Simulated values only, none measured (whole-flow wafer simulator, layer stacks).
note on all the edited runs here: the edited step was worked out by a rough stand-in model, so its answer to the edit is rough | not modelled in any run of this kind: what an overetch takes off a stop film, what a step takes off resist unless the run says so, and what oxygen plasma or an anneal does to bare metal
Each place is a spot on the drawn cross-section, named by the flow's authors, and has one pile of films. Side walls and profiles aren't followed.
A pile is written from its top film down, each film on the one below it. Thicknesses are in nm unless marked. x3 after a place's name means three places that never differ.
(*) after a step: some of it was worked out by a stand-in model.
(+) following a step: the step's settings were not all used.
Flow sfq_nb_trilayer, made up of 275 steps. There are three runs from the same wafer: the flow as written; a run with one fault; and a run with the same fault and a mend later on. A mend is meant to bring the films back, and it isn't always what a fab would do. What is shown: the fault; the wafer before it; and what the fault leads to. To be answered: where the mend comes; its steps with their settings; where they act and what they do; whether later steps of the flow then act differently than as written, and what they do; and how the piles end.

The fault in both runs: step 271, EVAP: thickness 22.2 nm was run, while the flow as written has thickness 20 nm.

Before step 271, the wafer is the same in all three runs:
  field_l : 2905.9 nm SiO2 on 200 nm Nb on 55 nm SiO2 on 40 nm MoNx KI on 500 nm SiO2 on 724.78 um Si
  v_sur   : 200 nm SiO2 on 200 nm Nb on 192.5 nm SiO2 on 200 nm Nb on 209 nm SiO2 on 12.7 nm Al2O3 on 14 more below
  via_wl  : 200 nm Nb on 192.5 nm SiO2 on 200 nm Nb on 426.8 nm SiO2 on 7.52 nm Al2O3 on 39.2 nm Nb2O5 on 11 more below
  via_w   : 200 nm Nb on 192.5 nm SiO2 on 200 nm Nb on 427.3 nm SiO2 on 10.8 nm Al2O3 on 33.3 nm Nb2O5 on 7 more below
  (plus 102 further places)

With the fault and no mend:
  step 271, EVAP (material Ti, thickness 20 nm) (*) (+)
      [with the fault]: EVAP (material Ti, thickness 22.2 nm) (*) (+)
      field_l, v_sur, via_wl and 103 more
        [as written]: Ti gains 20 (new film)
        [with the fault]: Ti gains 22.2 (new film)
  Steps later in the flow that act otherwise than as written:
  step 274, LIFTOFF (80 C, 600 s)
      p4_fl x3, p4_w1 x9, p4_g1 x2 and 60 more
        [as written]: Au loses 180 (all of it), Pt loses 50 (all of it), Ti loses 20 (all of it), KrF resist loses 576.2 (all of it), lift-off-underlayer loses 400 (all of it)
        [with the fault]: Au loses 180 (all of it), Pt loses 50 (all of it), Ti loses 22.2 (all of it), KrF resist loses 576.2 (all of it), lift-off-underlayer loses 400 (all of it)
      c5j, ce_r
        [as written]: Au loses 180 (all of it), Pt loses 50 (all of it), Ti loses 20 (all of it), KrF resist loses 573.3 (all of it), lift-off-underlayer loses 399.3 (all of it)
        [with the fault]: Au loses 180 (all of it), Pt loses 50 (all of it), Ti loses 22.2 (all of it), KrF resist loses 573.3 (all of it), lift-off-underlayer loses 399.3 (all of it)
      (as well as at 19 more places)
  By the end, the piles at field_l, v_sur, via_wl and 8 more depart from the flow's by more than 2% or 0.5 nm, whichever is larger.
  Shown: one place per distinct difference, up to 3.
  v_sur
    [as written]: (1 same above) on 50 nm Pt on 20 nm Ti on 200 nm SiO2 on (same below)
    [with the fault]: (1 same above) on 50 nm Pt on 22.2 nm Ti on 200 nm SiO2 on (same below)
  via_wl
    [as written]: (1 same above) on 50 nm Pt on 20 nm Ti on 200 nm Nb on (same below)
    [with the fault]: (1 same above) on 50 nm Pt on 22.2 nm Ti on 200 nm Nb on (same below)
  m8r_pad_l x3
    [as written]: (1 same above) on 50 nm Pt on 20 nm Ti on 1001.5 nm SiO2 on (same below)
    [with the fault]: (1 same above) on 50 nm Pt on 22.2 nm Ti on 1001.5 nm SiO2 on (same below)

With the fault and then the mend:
  After step 271 comes the mend.
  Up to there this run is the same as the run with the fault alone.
  step 271a, METAL ETCH (etches Ti, MoNx, depth 2.2 nm) (the flow's step 190, run once more with other settings)
      field_l, v_sur, via_wl and 103 more
        Ti loses 2.2
  None of the later steps of the flow acts differently than as written at any place that is followed.
  By the end, the piles equal the flow's at every place that both follow.
